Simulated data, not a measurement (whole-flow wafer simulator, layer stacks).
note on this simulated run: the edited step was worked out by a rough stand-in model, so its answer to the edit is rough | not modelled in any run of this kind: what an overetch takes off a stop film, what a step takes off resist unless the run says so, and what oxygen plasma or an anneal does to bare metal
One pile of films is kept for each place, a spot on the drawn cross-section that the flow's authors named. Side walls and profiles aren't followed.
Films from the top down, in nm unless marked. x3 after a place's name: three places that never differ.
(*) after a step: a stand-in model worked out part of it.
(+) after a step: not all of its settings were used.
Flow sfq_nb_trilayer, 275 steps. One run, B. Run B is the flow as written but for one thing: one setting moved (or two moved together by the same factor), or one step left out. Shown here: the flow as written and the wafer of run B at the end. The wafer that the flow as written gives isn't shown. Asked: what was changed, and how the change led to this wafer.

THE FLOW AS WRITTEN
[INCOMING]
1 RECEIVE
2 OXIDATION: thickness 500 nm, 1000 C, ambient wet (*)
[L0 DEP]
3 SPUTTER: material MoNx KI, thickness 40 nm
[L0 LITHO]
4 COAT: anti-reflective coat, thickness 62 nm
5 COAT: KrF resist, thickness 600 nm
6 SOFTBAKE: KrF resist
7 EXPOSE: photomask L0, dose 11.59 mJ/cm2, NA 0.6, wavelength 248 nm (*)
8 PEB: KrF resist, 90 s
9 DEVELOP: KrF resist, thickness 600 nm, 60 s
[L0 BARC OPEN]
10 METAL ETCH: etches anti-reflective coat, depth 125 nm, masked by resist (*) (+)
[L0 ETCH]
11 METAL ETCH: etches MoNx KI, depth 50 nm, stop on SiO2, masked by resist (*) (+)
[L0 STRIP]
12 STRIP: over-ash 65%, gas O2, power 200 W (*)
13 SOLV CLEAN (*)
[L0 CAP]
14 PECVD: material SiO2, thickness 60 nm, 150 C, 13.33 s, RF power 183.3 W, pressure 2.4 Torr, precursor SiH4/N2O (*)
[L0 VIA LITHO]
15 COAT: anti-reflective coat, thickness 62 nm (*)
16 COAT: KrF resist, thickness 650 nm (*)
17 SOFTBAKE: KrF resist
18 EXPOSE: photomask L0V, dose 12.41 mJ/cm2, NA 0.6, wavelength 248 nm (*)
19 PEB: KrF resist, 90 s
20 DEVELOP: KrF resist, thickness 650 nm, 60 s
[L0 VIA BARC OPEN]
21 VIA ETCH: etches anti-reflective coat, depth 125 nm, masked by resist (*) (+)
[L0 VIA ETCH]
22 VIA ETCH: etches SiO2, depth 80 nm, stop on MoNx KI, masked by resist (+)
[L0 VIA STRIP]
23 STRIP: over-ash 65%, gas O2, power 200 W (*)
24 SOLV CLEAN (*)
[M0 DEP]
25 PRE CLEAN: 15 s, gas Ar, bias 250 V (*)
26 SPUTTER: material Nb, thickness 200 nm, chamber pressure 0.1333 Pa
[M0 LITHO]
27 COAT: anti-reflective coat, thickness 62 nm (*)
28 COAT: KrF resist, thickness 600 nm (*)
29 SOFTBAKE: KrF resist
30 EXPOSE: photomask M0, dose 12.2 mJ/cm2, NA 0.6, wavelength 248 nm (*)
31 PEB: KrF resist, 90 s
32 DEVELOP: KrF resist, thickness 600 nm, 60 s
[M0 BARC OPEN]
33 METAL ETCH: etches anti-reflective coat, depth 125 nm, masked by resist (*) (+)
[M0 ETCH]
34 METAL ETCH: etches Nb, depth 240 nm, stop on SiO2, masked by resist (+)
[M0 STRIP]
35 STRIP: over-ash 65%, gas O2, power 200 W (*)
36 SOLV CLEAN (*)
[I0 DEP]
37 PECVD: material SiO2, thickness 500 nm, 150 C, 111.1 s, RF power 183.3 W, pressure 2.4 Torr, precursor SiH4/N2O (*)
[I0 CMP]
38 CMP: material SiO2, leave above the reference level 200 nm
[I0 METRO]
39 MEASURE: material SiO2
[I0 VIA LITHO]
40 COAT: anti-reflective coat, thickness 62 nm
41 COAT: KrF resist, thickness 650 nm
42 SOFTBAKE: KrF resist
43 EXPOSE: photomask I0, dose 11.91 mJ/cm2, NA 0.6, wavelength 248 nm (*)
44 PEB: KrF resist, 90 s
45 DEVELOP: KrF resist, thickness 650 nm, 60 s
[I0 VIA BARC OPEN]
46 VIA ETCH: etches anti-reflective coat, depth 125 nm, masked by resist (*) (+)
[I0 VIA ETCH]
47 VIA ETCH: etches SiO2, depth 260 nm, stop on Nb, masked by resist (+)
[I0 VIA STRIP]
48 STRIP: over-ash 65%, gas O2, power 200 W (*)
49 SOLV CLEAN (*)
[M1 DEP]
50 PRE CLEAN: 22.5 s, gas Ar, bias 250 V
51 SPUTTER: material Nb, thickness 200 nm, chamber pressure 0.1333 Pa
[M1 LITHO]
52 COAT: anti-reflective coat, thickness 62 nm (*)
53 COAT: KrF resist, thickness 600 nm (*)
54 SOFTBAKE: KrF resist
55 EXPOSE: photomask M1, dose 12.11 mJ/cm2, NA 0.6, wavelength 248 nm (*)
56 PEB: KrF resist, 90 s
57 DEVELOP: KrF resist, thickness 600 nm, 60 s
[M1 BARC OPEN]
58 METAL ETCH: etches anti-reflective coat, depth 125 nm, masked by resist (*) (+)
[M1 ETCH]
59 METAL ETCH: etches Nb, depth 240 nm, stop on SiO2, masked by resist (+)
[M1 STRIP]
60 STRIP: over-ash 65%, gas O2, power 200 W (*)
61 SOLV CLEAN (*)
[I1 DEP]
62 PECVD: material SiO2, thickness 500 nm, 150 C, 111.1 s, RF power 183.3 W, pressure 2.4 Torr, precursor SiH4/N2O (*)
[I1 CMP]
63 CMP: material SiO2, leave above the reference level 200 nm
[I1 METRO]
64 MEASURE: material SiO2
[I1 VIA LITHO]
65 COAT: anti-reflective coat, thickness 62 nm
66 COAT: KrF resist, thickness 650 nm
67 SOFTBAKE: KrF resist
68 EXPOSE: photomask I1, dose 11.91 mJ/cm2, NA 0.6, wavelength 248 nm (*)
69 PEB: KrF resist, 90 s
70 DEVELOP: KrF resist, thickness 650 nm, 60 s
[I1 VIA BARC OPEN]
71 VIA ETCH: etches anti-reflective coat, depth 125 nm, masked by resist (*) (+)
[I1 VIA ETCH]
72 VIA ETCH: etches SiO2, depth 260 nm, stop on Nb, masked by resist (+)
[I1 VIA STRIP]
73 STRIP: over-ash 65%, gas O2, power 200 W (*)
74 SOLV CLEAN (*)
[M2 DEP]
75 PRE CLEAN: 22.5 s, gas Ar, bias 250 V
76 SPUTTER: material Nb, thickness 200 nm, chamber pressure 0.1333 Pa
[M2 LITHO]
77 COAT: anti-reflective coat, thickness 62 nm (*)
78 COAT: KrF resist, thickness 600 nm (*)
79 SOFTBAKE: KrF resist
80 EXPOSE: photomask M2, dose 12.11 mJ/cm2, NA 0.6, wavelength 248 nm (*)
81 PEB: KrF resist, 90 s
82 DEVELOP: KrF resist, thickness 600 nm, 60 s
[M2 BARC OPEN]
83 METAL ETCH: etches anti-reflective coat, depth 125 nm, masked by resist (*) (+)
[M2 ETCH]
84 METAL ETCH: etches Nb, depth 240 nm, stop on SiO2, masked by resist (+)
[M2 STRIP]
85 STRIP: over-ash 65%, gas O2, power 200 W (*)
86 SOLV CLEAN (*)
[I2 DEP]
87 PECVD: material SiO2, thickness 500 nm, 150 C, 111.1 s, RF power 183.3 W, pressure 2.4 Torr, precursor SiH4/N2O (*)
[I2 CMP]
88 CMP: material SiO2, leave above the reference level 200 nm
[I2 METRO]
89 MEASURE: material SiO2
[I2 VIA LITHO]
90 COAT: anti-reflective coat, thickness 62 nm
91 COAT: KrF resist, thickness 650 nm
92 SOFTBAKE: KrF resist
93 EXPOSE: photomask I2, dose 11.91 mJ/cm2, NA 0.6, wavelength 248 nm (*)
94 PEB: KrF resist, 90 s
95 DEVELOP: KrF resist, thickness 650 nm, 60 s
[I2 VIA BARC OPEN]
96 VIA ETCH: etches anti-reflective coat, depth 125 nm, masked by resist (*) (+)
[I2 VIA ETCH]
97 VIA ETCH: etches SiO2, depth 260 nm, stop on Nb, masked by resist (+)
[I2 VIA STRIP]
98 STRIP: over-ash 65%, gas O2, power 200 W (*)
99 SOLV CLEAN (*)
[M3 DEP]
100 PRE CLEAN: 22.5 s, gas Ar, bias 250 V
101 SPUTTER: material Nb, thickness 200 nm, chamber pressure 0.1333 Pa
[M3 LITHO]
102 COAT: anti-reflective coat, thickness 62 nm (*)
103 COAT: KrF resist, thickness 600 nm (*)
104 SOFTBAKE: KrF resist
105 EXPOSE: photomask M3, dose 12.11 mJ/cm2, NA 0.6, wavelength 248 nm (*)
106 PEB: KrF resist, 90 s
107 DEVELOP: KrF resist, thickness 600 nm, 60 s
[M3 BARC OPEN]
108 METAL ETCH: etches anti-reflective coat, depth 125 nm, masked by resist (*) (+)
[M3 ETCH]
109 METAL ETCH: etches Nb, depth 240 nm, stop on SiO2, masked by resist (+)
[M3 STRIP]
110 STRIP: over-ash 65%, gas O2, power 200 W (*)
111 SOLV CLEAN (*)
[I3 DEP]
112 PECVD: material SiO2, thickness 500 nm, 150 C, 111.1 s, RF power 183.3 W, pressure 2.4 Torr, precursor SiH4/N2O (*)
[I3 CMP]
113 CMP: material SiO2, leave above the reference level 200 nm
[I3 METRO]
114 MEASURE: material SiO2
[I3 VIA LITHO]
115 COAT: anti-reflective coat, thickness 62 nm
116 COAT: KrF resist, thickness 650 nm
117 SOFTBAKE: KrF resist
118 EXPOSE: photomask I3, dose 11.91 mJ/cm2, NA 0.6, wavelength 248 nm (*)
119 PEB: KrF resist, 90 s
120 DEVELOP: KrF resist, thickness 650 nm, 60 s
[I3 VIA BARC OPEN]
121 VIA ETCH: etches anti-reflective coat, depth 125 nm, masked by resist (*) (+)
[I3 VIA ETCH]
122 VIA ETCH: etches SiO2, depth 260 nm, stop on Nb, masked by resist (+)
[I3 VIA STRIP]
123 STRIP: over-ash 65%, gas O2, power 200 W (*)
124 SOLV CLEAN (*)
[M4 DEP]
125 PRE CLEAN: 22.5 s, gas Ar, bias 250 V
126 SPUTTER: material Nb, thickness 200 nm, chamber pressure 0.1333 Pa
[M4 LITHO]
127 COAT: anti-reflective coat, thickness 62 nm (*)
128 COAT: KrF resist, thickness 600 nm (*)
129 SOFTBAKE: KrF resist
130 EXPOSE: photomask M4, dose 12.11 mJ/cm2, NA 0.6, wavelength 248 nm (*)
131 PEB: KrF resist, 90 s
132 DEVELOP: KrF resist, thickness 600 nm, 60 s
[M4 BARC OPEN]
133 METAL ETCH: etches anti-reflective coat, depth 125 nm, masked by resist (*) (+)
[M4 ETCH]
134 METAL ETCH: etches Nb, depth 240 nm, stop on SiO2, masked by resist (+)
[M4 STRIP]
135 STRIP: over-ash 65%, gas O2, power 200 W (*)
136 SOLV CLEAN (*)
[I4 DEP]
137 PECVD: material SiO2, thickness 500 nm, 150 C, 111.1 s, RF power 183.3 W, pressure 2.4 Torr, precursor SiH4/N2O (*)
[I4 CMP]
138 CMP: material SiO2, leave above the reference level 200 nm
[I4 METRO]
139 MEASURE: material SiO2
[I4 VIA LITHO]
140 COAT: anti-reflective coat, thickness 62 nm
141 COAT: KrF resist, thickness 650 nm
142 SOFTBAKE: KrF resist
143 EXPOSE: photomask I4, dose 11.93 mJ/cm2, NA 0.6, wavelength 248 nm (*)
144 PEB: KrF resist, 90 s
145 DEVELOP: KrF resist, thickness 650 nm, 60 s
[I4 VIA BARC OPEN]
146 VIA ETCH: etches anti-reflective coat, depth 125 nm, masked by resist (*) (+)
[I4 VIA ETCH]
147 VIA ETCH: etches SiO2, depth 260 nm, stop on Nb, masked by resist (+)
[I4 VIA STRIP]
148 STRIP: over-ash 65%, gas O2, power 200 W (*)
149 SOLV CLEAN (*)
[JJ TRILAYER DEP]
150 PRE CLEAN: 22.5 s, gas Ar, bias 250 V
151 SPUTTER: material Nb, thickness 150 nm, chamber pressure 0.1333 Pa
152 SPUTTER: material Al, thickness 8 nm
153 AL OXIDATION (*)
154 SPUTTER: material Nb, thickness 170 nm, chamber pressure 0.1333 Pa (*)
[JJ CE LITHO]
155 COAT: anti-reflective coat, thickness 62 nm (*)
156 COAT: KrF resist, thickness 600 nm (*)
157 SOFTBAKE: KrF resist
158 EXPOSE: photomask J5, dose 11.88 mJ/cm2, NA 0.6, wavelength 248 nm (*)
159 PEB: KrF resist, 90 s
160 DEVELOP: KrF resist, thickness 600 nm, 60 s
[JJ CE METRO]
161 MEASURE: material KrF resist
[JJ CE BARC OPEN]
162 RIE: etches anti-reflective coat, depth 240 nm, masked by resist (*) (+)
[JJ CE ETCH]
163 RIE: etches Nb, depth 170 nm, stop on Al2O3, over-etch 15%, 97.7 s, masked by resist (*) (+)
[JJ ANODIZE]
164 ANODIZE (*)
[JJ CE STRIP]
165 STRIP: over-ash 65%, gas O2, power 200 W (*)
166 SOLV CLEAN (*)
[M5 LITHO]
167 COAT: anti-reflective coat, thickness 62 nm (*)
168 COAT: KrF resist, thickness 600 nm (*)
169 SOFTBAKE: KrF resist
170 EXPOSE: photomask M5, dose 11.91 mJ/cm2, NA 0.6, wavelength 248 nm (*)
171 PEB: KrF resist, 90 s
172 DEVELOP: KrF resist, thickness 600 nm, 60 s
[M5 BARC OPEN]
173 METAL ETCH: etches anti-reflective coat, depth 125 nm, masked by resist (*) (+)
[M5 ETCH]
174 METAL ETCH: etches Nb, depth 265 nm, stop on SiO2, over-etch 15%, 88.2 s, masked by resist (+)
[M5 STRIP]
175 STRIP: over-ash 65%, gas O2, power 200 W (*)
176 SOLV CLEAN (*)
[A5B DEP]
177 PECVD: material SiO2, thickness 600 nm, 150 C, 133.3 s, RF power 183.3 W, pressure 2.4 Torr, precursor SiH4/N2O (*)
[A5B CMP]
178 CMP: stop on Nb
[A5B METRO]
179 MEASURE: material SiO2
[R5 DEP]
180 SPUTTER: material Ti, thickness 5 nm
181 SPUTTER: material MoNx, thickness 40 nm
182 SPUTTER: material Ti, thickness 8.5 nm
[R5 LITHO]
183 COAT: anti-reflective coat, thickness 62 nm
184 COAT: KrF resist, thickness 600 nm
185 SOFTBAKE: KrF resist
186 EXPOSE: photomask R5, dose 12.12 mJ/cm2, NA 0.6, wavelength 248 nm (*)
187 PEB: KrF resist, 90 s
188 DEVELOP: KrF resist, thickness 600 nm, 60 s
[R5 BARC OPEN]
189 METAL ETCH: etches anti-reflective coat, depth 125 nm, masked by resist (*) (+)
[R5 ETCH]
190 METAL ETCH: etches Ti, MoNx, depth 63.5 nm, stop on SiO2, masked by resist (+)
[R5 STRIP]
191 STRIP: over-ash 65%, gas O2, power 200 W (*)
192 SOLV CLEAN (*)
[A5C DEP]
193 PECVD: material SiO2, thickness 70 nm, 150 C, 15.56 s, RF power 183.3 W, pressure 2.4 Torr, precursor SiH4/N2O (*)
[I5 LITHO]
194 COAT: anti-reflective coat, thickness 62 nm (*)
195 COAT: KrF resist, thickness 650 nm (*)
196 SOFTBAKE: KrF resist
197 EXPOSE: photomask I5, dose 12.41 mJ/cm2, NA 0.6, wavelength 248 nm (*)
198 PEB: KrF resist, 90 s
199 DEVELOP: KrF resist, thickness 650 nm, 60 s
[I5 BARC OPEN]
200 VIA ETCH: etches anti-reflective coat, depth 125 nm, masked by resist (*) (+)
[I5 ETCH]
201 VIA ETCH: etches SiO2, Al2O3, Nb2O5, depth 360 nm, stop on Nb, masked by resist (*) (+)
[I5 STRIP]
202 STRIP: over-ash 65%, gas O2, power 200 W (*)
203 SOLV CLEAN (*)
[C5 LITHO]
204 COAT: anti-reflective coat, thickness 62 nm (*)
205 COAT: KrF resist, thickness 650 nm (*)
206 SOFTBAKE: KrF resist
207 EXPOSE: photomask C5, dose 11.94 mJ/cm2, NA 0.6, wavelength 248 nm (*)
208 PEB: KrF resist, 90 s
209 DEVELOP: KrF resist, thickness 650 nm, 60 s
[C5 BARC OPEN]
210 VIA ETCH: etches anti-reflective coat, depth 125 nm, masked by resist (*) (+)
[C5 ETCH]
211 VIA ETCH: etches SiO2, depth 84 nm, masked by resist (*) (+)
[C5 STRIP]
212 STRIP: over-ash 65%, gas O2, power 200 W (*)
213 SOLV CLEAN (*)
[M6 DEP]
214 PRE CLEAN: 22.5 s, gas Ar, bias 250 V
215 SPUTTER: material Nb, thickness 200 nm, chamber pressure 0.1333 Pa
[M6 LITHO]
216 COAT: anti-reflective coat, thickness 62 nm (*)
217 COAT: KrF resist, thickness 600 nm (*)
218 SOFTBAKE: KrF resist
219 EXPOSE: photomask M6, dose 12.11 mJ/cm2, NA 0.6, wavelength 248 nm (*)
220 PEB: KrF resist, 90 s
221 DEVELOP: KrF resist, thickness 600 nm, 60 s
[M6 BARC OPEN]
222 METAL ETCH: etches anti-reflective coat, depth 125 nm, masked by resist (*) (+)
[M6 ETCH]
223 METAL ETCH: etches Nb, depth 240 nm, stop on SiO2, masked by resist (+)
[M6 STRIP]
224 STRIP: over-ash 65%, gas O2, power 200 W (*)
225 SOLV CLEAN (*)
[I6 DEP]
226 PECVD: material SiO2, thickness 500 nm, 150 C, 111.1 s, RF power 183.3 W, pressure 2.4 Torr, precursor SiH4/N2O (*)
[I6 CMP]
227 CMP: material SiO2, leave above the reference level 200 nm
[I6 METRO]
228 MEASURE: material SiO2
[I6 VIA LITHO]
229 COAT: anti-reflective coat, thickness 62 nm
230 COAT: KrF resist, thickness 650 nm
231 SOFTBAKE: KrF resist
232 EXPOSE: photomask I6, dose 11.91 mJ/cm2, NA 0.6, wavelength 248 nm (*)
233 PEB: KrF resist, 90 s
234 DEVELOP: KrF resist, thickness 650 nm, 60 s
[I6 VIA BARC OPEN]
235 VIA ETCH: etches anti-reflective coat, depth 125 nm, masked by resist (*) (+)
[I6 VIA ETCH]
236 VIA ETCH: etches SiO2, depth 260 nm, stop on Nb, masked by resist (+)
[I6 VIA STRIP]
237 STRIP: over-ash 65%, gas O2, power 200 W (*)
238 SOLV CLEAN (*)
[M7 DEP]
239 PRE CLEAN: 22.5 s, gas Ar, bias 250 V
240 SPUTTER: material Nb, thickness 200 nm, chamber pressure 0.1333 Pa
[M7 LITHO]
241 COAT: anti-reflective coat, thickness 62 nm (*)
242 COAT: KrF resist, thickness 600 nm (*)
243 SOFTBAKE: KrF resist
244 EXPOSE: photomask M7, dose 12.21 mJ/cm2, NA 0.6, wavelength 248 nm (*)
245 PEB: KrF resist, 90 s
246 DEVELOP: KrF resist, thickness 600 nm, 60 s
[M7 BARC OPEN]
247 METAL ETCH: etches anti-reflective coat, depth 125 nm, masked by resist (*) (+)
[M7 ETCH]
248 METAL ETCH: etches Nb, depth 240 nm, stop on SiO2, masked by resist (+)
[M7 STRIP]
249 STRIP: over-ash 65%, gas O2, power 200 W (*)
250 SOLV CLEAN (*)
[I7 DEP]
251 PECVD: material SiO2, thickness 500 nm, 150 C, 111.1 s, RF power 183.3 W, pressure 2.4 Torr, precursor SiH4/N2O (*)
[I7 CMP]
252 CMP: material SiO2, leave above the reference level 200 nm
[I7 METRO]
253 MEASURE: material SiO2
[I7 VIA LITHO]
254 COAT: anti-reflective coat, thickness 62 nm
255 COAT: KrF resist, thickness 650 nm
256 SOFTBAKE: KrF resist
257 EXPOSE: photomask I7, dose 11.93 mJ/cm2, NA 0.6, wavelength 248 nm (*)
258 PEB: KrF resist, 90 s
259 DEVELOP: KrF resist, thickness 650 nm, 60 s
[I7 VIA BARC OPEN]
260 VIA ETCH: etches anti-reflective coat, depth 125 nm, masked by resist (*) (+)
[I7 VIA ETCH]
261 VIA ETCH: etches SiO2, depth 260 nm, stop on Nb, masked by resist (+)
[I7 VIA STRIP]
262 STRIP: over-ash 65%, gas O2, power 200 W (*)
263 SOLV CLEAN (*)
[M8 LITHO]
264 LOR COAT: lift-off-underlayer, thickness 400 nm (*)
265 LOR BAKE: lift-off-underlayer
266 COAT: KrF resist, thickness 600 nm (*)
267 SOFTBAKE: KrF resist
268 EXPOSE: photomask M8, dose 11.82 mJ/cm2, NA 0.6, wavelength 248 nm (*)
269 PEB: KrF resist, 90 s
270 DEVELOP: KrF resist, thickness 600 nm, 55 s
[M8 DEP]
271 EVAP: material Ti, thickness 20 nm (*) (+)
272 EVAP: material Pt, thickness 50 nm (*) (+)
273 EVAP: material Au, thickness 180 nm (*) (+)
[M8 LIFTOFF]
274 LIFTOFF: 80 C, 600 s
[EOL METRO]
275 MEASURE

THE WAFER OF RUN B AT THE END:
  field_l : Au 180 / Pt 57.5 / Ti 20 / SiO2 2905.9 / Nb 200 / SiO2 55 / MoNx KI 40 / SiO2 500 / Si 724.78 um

The cause: step 272, EVAP: thickness 57.5 nm was run, where the flow has thickness 50 nm.
It can be read off the wafer: field_l has Pt 57.5, and step 272 as written asks for 50 nm.

How the change led to this, step by step:
  272 EVAP: material Pt, thickness 50 nm (*) (+)
      field_l, v_sur, via_wl and 103 more: Pt +57.5 (new film) (as written it would be: Pt +50 (new film))
  274 LIFTOFF: 80 C, 600 s
      p4_fl, p4_fm, p4_w1 and 71 more: Au -180 (all of it), Pt -57.5 (all of it), Ti -20 (all of it), KrF resist -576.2 (all of it), lift-off-underlayer -400 (all of it) (as written it would be: Au -180 (all of it), Pt -50 (all of it), Ti -20 (all of it), KrF resist -576.2 (all of it), lift-off-underlayer -400 (all of it))
      c5j, ce_r: Au -180 (all of it), Pt -57.5 (all of it), Ti -20 (all of it), KrF resist -573.3 (all of it), lift-off-underlayer -399.3 (all of it) (as written it would be: Au -180 (all of it), Pt -50 (all of it), Ti -20 (all of it), KrF resist -573.3 (all of it), lift-off-underlayer -399.3 (all of it))
      (and at 19 more places)
